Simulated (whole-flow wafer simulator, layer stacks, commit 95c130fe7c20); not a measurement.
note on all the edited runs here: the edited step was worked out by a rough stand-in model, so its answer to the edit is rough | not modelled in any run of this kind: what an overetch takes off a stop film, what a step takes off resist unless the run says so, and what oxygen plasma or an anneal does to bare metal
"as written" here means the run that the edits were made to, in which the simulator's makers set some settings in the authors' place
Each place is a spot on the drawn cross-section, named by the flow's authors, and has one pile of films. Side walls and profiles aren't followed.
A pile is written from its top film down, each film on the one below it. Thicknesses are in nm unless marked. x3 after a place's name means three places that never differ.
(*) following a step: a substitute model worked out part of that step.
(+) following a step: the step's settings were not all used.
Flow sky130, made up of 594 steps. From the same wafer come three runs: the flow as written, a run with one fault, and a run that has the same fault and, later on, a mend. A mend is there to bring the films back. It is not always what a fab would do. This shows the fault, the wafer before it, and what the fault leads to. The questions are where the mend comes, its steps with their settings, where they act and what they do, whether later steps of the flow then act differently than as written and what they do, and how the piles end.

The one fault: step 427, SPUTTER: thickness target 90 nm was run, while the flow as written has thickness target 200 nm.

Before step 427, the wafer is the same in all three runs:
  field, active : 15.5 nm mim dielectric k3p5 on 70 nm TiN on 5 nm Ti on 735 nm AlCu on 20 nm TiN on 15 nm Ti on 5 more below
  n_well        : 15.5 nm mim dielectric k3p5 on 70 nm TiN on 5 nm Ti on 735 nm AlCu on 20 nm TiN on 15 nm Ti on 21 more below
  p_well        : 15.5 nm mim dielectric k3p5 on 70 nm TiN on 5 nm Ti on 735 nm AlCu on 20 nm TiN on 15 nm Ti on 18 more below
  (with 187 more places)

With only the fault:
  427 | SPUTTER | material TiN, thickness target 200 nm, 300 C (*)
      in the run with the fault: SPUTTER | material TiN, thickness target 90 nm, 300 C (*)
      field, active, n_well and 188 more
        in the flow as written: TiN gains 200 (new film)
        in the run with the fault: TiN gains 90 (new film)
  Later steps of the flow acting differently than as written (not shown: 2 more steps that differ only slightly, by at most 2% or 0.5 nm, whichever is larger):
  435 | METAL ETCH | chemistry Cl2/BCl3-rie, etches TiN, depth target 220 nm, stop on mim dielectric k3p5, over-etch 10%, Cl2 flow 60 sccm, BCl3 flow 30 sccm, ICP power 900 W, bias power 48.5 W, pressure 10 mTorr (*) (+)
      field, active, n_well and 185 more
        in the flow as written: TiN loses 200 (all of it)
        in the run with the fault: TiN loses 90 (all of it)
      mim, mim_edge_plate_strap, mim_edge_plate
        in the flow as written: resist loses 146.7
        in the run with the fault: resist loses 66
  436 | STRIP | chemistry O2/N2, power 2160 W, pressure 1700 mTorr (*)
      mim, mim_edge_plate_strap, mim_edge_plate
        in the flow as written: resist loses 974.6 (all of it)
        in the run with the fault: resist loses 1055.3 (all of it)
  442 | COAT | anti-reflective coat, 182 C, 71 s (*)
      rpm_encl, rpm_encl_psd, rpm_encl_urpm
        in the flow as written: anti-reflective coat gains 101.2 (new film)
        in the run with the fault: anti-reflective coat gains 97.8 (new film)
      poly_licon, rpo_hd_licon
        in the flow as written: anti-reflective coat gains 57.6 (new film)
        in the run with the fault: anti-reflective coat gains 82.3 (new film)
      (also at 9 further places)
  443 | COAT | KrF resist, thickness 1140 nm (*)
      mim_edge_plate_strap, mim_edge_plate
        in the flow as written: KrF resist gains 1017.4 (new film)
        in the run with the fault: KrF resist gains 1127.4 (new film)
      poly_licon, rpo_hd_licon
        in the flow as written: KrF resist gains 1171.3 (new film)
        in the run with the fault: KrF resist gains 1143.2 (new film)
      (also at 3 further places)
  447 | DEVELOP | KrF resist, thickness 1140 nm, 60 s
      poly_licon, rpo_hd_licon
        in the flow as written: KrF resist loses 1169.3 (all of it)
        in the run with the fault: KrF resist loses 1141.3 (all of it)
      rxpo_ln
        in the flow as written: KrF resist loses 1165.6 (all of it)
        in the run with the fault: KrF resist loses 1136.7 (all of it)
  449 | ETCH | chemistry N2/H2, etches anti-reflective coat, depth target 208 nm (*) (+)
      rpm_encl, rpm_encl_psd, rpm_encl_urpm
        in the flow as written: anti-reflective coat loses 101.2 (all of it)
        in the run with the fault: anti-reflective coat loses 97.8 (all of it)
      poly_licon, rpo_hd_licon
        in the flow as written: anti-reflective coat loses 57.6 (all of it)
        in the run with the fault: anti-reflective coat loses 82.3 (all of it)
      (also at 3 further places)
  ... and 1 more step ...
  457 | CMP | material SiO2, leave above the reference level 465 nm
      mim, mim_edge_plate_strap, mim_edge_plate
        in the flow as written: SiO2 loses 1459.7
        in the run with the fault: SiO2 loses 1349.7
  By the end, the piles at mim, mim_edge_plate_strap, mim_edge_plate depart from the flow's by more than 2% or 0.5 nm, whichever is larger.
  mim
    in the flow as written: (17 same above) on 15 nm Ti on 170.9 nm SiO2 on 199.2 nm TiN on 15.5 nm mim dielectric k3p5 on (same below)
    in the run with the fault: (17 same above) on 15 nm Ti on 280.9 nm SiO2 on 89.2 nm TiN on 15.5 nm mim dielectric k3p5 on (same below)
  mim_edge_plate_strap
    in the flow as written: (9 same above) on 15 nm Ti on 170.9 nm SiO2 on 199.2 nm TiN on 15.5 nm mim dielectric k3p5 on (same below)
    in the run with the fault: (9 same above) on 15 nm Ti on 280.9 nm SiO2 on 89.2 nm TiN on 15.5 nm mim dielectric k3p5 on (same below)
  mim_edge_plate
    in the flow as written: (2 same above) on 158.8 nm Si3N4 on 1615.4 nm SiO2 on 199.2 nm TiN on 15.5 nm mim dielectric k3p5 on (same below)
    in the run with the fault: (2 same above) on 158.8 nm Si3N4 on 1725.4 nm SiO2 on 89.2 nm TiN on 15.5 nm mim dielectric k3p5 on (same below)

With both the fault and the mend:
  After step 434 comes the mend.
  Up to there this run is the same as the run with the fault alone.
  434a | STRIP | chemistry O2/N2, power 2160 W, pressure 1700 mTorr (*)
      mim, mim_edge_plate_strap, mim_edge_plate
        resist loses 1121.3 (all of it)
  434b | SPUTTER | material TiN, thickness target 110 nm, 300 C (*) (a further turn of the flow's step 427, with different settings)
      field, active, n_well and 188 more
        TiN gains 110
  434c | HMDS | 120 C, 60 s (a further turn of the flow's step 429)
      does not change any film at any place that is followed
  434d | COAT | resist, thickness 1140 nm (a further turn of the flow's step 430)
      field, active, n_well and 186 more
        resist gains 1140 (new film)
      m1, via2_hole
        resist gains 1140.6 (new film)
  434e | SOFTBAKE | resist (a further turn of the flow's step 431)
      does not change any film at any place that is followed
  434f | EXPOSE | photomask CAPM, dose 177.7 mJ/cm2, NA 0.6, wavelength 365 nm (*) (a further turn of the flow's step 432)
      does not change any film at any place that is followed
  434g | PEB | resist, 70.3 s (a further turn of the flow's step 433)
      field, active, n_well and 188 more
        resist loses 18.7
  434h | DEVELOP | resist, thickness 1140 nm, developer TMAH-0.26N, 60 s (a further turn of the flow's step 434)
      field, active, n_well and 183 more
        resist loses 1121.3 (all of it)
      m1, via2_hole
        resist loses 1121.9 (all of it)
  Every later step of the flow that is run acts as written at every place that is followed.
  The piles end the same as the flow's at every place that both follow.
